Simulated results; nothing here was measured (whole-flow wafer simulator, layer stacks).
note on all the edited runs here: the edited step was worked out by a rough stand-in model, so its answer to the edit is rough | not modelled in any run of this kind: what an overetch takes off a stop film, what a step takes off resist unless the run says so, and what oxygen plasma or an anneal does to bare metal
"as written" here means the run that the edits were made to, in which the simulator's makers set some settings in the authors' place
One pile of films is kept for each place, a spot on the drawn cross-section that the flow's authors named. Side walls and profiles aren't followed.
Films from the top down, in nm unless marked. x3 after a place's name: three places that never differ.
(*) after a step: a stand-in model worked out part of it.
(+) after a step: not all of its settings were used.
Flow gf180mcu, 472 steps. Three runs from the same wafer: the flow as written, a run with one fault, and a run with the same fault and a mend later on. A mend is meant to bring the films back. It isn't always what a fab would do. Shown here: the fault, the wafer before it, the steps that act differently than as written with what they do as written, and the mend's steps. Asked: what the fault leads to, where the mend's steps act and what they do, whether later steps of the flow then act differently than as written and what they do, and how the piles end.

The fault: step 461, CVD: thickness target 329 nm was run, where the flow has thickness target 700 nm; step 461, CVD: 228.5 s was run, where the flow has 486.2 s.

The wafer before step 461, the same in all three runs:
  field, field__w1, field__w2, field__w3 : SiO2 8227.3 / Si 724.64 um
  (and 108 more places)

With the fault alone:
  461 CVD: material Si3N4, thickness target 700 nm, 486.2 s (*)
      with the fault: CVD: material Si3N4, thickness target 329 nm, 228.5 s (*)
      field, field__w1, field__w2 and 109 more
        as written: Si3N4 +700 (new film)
        with the fault: Si3N4 +329.1 (new film)
  Later steps of the flow that act differently than as written (4 more steps differ only slightly, by at most 2% or 0.5 nm, whichever is larger, and aren't shown):
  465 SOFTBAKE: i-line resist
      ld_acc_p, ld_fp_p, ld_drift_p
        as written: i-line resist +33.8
        with the fault: i-line resist +31.8
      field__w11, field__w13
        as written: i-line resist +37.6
        with the fault: i-line resist +35.7
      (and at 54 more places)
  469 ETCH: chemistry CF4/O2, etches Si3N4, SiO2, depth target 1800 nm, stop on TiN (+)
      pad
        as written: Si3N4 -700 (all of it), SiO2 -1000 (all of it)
        with the fault: Si3N4 -329.1 (all of it), SiO2 -1000 (all of it)
  At the end the piles differ from the flow's by more than 2% or 0.5 nm, whichever is larger, at field, field__w1, field__w2 and 108 more.
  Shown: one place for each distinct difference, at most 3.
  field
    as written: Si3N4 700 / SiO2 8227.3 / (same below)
    with the fault: Si3N4 329.1 / SiO2 8227.3 / (same below)
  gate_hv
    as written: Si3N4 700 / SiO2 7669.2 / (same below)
    with the fault: Si3N4 329.1 / SiO2 7669.2 / (same below)
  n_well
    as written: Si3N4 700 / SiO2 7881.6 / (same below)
    with the fault: Si3N4 329.1 / SiO2 7881.6 / (same below)

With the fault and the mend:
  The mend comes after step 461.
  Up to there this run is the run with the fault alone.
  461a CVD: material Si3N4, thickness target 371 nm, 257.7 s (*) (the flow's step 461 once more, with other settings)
      field, field__w1, field__w2 and 109 more
        Si3N4 +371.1
  No later step of the flow acts differently than as written, at any place that is followed, by more than 2% or 0.5 nm, whichever is larger.
  At the end the piles differ from the flow's only slightly at the places that both follow, by at most 2% or 0.5 nm, whichever is larger.
